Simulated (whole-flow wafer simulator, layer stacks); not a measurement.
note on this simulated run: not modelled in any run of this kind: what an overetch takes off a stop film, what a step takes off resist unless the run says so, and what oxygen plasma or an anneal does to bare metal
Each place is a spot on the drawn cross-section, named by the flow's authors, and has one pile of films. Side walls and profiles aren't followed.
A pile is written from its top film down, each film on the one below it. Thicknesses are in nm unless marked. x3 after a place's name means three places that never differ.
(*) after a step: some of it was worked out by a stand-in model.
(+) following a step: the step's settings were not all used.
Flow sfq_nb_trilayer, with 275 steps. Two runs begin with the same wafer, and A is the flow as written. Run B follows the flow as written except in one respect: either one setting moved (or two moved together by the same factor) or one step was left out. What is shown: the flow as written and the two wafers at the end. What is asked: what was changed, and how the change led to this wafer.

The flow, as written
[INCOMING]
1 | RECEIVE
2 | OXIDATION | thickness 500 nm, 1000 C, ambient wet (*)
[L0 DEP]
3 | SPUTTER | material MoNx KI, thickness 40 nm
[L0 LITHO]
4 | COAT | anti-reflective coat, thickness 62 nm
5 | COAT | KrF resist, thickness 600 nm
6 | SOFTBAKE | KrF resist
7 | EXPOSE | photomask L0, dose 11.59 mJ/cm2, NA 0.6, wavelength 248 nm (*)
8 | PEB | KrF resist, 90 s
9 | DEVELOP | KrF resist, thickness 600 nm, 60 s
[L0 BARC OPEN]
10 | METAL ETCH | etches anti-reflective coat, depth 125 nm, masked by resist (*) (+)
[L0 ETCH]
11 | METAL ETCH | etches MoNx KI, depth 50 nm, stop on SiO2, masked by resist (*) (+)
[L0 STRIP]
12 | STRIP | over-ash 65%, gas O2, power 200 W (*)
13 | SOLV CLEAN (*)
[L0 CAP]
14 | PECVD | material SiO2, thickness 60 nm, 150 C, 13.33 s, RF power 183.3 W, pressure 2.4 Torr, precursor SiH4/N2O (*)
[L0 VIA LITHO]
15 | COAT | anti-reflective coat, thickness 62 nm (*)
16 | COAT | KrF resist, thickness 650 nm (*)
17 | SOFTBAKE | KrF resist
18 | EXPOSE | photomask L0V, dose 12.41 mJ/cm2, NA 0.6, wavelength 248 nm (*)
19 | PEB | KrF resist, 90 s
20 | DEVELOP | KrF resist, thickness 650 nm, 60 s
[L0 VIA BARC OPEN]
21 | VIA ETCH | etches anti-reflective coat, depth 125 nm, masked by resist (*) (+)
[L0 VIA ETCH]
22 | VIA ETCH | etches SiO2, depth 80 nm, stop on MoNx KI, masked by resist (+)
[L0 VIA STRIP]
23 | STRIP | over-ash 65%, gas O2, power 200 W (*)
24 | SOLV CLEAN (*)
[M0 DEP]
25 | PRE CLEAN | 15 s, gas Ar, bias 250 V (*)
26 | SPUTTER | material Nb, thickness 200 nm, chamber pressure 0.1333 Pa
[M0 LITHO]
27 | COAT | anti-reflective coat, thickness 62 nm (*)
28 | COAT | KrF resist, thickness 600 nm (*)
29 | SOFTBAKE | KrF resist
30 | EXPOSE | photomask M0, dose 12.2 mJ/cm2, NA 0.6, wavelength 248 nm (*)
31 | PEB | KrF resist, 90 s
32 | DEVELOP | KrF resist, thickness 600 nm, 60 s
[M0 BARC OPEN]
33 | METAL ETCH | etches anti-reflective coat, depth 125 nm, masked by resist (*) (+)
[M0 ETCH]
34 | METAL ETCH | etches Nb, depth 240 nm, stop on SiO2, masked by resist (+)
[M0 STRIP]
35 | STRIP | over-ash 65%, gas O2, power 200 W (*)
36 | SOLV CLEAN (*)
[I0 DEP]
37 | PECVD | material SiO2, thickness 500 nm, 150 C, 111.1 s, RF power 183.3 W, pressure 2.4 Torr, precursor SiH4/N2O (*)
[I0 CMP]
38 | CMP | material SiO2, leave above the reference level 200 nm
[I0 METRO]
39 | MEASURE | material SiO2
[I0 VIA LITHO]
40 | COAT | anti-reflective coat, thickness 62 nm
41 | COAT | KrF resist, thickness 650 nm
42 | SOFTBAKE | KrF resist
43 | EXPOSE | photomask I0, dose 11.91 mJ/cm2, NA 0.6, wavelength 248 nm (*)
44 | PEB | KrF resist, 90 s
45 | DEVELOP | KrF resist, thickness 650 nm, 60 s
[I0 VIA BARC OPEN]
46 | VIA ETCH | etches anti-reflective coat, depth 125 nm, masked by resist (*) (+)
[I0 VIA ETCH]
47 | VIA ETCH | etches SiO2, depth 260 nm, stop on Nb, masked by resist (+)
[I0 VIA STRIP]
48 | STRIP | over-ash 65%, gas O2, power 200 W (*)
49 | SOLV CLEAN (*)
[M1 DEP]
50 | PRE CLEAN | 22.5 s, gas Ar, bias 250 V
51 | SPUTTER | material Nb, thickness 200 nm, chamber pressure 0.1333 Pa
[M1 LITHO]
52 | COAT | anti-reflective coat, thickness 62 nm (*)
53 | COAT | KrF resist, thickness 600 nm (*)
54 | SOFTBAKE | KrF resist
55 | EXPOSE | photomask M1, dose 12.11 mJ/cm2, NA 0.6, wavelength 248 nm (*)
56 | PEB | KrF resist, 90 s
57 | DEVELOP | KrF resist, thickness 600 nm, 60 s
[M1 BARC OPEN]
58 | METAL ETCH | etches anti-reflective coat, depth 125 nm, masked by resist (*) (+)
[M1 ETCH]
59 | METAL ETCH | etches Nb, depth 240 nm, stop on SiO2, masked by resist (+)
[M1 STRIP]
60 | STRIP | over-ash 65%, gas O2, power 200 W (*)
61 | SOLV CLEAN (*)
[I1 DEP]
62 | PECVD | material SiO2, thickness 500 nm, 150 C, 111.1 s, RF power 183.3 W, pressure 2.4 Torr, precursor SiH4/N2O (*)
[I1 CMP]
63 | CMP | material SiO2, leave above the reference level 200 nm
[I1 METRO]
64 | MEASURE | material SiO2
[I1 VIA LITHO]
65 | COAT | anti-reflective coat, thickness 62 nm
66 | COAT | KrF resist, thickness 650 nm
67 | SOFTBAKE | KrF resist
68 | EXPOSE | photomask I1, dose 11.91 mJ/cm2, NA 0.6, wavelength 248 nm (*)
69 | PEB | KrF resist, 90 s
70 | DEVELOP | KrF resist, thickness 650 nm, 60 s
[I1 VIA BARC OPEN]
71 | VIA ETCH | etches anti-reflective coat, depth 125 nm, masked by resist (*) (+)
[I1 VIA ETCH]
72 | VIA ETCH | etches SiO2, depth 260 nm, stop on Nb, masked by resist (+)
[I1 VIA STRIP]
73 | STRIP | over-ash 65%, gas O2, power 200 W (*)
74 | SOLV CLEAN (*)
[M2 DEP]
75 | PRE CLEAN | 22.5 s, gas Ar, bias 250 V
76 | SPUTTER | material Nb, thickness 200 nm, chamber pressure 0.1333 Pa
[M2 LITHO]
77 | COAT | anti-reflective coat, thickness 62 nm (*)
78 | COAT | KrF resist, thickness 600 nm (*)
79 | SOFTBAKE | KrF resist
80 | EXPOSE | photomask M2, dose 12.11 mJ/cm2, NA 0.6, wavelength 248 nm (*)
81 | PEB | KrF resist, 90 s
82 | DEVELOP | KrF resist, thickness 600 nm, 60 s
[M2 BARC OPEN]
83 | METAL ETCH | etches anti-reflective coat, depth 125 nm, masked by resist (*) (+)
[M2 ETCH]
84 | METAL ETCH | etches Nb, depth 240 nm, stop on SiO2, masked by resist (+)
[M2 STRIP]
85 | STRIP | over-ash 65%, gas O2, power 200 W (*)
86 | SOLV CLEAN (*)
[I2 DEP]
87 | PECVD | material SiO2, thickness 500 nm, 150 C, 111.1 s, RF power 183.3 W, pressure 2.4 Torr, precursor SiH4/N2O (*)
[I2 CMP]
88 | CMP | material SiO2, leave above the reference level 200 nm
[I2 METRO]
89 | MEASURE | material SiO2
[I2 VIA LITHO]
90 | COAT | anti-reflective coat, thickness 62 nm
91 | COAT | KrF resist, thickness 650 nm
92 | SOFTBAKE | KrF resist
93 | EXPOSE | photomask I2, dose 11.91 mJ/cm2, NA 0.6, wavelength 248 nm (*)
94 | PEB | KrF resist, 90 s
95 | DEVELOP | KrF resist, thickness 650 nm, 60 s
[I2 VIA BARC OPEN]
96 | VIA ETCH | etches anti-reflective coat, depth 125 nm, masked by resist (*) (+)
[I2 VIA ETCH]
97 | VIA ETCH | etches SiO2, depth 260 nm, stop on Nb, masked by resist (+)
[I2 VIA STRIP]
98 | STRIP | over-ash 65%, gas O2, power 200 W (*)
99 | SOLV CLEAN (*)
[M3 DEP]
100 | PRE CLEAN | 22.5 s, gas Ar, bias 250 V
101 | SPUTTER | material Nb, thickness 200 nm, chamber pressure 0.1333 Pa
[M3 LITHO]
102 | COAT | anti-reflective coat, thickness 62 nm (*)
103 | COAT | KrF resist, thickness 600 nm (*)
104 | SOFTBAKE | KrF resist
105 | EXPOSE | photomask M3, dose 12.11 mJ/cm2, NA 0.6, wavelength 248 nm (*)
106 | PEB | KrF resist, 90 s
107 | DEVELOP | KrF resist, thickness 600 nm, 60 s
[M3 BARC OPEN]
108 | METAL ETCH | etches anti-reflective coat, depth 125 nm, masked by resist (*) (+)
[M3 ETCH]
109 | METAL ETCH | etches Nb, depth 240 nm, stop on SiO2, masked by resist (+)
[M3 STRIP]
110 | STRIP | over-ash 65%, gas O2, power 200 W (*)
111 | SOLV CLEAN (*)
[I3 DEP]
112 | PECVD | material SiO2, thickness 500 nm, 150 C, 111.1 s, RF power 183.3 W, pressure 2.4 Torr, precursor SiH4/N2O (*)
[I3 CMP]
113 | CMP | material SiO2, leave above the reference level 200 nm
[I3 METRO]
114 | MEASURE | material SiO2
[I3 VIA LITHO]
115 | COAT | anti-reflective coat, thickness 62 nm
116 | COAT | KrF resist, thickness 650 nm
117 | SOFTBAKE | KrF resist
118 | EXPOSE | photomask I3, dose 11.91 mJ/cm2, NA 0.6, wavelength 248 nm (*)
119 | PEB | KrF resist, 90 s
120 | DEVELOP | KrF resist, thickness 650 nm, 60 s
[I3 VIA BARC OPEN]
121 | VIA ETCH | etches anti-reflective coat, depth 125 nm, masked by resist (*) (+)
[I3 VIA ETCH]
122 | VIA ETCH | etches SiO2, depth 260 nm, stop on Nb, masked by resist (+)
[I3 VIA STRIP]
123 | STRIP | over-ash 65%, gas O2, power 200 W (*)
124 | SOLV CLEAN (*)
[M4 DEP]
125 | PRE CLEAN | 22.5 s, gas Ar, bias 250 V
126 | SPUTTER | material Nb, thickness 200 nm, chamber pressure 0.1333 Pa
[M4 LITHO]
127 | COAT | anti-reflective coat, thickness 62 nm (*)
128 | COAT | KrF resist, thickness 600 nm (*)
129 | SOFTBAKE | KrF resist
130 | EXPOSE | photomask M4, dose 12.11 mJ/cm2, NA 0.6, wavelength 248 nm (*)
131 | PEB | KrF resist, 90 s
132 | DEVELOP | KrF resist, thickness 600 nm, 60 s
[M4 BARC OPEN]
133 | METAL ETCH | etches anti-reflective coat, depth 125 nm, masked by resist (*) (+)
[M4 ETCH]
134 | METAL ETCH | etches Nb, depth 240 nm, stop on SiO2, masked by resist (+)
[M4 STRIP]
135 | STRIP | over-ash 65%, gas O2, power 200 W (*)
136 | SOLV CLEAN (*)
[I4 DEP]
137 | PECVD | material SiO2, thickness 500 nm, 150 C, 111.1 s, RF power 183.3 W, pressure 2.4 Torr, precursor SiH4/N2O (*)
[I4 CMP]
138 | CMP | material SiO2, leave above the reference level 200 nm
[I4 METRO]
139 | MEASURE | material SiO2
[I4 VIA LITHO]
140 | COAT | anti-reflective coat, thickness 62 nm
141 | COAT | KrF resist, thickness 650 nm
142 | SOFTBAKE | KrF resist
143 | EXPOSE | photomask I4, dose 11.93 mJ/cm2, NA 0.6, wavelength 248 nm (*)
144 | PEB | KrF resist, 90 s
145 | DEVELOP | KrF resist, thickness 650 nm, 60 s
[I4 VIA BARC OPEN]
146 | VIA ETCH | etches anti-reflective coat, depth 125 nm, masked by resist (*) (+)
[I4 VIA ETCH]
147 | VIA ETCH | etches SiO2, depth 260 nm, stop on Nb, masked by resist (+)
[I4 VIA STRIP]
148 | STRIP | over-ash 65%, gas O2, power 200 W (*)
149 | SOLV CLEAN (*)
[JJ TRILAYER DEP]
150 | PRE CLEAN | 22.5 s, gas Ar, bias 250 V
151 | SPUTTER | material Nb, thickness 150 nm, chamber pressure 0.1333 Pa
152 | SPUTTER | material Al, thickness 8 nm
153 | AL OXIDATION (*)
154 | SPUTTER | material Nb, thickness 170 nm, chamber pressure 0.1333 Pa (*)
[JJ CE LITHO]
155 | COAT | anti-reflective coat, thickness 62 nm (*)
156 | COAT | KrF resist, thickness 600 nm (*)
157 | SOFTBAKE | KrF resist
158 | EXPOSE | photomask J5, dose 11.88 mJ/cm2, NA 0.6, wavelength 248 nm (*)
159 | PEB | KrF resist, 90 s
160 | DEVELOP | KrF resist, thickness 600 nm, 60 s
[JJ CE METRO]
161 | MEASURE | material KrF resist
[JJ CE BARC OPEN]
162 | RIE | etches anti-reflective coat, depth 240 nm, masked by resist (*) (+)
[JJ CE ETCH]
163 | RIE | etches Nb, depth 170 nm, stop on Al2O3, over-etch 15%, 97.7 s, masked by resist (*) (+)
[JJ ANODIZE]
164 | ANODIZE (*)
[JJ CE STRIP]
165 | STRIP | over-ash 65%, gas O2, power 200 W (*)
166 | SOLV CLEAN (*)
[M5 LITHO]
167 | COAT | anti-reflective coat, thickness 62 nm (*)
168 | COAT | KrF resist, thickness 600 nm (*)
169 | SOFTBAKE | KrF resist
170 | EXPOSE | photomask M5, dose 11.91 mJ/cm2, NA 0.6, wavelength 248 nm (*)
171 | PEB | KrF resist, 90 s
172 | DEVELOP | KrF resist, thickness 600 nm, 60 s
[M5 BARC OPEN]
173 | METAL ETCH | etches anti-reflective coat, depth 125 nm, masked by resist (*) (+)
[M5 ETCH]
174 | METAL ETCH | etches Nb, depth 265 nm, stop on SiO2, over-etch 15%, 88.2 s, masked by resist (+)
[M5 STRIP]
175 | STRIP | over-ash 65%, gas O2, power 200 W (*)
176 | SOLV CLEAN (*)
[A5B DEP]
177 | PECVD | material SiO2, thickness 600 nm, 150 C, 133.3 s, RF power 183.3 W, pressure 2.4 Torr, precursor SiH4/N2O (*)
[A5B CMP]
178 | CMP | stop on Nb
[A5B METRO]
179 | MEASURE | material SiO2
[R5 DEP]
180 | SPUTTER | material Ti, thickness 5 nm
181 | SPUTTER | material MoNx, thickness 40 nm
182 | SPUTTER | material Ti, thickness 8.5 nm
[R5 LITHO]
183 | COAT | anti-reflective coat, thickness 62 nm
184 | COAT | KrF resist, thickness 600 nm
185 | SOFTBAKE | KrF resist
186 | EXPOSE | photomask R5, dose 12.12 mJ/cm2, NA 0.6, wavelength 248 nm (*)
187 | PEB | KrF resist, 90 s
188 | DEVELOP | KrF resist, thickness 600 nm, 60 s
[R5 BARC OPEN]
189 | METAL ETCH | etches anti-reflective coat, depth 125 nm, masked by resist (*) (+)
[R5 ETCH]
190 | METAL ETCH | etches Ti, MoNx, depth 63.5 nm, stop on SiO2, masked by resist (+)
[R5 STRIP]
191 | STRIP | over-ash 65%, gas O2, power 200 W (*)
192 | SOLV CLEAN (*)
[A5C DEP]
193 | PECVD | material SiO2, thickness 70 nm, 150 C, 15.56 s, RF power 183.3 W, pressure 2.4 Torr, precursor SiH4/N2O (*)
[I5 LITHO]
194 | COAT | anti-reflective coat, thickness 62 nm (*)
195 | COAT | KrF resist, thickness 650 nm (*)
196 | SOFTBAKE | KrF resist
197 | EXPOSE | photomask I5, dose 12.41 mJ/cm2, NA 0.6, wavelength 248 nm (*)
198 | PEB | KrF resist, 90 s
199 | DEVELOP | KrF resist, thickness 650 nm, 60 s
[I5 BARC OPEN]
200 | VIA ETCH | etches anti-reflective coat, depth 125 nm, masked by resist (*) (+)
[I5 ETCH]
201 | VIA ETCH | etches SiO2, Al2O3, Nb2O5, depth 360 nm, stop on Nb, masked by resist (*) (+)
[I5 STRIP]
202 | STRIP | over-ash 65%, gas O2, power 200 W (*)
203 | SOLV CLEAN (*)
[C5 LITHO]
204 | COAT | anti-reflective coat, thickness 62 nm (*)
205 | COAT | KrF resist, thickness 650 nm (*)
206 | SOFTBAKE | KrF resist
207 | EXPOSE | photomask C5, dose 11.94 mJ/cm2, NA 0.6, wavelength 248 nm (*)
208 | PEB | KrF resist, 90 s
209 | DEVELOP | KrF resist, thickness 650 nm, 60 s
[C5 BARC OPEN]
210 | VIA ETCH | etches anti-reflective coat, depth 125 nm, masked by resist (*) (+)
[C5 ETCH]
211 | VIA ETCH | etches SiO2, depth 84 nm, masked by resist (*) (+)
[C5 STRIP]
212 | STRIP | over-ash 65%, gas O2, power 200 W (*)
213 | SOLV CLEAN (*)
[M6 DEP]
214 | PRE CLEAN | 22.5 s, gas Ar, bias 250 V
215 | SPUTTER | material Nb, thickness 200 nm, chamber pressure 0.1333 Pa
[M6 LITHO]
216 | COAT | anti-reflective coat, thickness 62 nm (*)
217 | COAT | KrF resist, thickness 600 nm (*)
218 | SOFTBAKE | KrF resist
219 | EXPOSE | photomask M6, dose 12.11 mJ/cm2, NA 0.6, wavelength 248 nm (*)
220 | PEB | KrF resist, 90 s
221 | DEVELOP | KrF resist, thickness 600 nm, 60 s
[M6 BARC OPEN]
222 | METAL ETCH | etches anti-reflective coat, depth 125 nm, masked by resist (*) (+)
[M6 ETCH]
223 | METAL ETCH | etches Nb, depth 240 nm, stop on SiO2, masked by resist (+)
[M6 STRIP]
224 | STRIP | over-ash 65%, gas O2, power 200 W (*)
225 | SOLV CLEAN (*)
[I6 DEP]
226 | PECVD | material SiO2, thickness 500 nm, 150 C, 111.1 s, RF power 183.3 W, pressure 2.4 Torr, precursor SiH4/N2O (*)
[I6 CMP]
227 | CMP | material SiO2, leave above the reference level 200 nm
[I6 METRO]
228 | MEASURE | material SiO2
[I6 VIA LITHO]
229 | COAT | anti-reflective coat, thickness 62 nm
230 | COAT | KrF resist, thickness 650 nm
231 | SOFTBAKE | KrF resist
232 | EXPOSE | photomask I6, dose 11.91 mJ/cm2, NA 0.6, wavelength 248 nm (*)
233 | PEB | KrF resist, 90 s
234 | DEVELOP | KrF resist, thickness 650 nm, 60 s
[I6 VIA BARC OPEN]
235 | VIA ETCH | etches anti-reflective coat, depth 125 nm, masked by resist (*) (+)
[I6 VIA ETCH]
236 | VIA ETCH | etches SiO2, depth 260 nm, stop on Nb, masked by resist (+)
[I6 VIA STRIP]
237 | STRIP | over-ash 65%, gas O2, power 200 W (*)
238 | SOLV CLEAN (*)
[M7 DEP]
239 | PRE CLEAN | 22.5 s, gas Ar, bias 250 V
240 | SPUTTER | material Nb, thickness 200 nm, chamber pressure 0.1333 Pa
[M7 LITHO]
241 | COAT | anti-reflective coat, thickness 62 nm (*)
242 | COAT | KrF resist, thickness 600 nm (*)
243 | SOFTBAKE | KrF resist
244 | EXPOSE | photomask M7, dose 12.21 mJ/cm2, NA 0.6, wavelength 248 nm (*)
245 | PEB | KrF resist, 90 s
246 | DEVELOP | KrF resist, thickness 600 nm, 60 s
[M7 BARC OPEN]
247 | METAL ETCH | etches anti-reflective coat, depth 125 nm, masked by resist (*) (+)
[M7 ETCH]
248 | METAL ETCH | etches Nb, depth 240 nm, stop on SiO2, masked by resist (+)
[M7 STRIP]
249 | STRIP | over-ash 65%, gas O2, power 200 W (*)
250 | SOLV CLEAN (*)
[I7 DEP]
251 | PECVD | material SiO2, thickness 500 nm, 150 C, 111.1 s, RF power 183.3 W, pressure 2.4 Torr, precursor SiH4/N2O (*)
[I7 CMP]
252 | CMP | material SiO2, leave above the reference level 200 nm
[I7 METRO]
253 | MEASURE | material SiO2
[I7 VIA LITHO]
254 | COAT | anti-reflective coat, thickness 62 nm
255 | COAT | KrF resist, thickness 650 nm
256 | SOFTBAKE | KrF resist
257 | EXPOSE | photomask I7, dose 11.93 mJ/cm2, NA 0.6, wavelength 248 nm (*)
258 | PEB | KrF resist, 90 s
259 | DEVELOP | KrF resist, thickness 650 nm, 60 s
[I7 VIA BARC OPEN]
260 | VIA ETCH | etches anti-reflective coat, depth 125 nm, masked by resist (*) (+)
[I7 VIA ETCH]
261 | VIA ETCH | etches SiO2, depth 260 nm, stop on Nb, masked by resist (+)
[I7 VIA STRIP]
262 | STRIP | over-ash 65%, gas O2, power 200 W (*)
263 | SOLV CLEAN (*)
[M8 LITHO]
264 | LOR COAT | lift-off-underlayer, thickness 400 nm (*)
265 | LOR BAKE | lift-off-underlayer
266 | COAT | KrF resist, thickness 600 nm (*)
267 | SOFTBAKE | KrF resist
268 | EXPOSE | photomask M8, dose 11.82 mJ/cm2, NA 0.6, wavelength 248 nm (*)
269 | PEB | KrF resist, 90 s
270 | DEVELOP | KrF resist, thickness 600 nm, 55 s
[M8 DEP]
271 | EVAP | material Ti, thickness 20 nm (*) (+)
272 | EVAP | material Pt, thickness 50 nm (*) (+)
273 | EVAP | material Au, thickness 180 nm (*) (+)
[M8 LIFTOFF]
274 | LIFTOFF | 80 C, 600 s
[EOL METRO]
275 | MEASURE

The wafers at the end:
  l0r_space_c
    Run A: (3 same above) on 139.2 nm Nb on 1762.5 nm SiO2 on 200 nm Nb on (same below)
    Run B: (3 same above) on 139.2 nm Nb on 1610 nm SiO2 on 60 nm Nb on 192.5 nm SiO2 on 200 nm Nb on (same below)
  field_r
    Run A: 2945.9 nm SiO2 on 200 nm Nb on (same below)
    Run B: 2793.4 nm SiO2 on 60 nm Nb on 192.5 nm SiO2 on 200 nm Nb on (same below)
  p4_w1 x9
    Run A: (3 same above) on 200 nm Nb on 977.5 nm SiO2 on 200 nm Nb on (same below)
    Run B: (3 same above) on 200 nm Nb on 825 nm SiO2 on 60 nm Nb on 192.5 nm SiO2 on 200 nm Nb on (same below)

What caused this: step 51, SPUTTER: thickness 300 nm was run, while the flow as written has thickness 200 nm.

The path from the change to this, step by step:
  51 | SPUTTER | material Nb, thickness 200 nm, chamber pressure 0.1333 Pa
      field_l, v_sur, via_wl and 102 more: A Nb gains 200 (new film) | B Nb gains 300 (new film)
      via_w: A Nb gains 174.5 | B Nb gains 263.3
  52 | COAT | anti-reflective coat, thickness 62 nm (*)
      via_wr: A anti-reflective coat gains 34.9 (new film) | B anti-reflective coat gains 33.3 (new film)
  59 | METAL ETCH | etches Nb, depth 240 nm, stop on SiO2, masked by resist (+)
      field_l, be, be_sur and 79 more: A Nb loses 200 (all of it) | B Nb loses 240
  60 | STRIP | over-ash 65%, gas O2, power 200 W (*)
      via_wr: A KrF resist loses 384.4 (all of it), anti-reflective coat loses 34.9 (all of it) | B KrF resist loses 384.7 (all of it), anti-reflective coat loses 33.3 (all of it)
  62 | PECVD | material SiO2, thickness 500 nm, 150 C, 111.1 s, RF power 183.3 W, pressure 2.4 Torr, precursor SiH4/N2O (*)
      field_l, be, be_sur and 72 more: A SiO2 gains 500 | B SiO2 gains 500 (new film)
      lsp_m, ln_m6, lsp_r, l0_sur, l0v: A SiO2 gains 494.9 | B SiO2 gains 493.9 (new film)
      (and at 3 other places as well)
  63 | CMP | material SiO2, leave above the reference level 200 nm
      field_l, be, be_sur and 72 more: A SiO2 loses 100 | B SiO2 loses 60
      lsp_m, ln_m6, lsp_r, l0_sur, l0v: A SiO2 loses 94.9 | B SiO2 loses 53.9
      (and at 1 other place as well)
With metal films that touch counted as one body, l0r_space_c has 3 bodies (between them, from the top down: SiO2 1610; SiO2 192.5); the flow as written gives 2 bodies (between them, from the top down: SiO2 1762.5).
With metal films that touch counted as one body, field_r has 2 bodies (between them, from the top down: SiO2 192.5); the flow as written gives 1 body.
With metal films that touch counted as one body, p4_w1 x9 has 4 bodies (between them, from the top down: SiO2 192.5; SiO2 825; SiO2 192.5); the flow as written gives 3 bodies (between them, from the top down: SiO2 192.5; SiO2 977.5).
